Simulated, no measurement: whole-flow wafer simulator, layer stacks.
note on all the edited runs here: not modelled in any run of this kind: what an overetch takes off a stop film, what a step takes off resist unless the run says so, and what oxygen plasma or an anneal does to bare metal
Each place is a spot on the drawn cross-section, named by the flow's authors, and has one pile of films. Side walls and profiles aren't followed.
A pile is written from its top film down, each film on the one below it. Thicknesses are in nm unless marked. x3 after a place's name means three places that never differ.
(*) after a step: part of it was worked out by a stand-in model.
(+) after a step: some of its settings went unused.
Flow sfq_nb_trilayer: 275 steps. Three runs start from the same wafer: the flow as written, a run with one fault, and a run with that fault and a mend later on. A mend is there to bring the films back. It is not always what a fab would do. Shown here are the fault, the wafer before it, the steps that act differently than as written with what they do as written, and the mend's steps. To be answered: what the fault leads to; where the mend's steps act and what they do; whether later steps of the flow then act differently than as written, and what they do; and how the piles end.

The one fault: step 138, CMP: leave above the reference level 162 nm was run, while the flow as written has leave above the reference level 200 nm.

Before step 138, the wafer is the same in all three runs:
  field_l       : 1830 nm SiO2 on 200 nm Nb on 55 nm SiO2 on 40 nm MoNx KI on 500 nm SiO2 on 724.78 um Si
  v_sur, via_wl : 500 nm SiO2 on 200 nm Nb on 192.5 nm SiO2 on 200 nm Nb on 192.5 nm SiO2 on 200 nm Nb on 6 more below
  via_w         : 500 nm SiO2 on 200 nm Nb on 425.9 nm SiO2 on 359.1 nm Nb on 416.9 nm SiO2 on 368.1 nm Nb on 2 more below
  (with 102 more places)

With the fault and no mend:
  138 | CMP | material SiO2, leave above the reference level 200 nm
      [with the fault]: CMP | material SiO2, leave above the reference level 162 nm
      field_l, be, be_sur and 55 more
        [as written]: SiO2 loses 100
        [with the fault]: SiO2 loses 138
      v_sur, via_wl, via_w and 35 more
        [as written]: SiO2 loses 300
        [with the fault]: SiO2 loses 338
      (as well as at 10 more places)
  Later steps of the flow acting differently than as written (6 other steps are not shown; they differ only slightly, by no more than 2% or 0.5 nm, whichever is larger):
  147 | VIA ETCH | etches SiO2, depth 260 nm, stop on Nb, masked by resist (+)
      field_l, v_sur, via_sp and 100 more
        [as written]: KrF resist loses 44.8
        [with the fault]: KrF resist loses 41.9
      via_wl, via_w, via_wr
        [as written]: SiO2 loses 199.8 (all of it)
        [with the fault]: SiO2 loses 161.8 (all of it)
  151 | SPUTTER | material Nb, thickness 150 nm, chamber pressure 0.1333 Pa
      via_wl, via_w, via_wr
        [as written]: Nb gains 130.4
        [with the fault]: Nb gains 134.8
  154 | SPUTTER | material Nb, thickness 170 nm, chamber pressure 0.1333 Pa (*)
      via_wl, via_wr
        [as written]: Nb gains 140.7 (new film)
        [with the fault]: Nb gains 147.3 (new film)
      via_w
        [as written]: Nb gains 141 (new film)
        [with the fault]: Nb gains 147.6 (new film)
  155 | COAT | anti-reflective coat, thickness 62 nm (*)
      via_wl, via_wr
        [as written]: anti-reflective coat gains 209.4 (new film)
        [with the fault]: anti-reflective coat gains 172.9 (new film)
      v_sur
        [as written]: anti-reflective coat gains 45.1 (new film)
        [with the fault]: anti-reflective coat gains 46.8 (new film)
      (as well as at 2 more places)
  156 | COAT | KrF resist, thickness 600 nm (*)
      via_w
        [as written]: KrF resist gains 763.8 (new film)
        [with the fault]: KrF resist gains 727.7 (new film)
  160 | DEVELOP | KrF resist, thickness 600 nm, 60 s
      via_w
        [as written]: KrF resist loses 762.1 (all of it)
        [with the fault]: KrF resist loses 726.1 (all of it)
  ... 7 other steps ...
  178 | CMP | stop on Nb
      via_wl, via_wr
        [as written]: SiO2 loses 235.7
        [with the fault]: SiO2 loses 278.1
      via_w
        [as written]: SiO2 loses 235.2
        [with the fault]: SiO2 loses 277.6
  At v_sur, via_wl, via_w and 74 more, the piles at the end differ from the flow's by more than 2% or 0.5 nm, whichever is larger.
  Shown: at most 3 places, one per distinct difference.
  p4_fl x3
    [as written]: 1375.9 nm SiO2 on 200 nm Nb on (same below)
    [with the fault]: 1337.9 nm SiO2 on 200 nm Nb on (same below)
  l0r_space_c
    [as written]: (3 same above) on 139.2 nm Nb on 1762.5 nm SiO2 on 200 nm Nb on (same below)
    [with the fault]: (3 same above) on 139.2 nm Nb on 1724.5 nm SiO2 on 200 nm Nb on (same below)
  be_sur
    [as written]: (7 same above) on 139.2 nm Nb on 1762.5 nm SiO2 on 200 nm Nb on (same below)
    [with the fault]: (7 same above) on 139.2 nm Nb on 1724.5 nm SiO2 on 200 nm Nb on (same below)

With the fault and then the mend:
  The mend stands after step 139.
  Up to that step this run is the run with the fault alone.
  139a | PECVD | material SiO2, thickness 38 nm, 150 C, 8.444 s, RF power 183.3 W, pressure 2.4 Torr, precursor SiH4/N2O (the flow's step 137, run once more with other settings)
      field_l, v_sur, via_wl and 103 more
        SiO2 gains 38
  Later steps of the flow that are run all act as written at every place that is followed, up to a difference of at most 2% or 0.5 nm, whichever is larger.
  At every place that both follow, the piles at the end match the flow's.
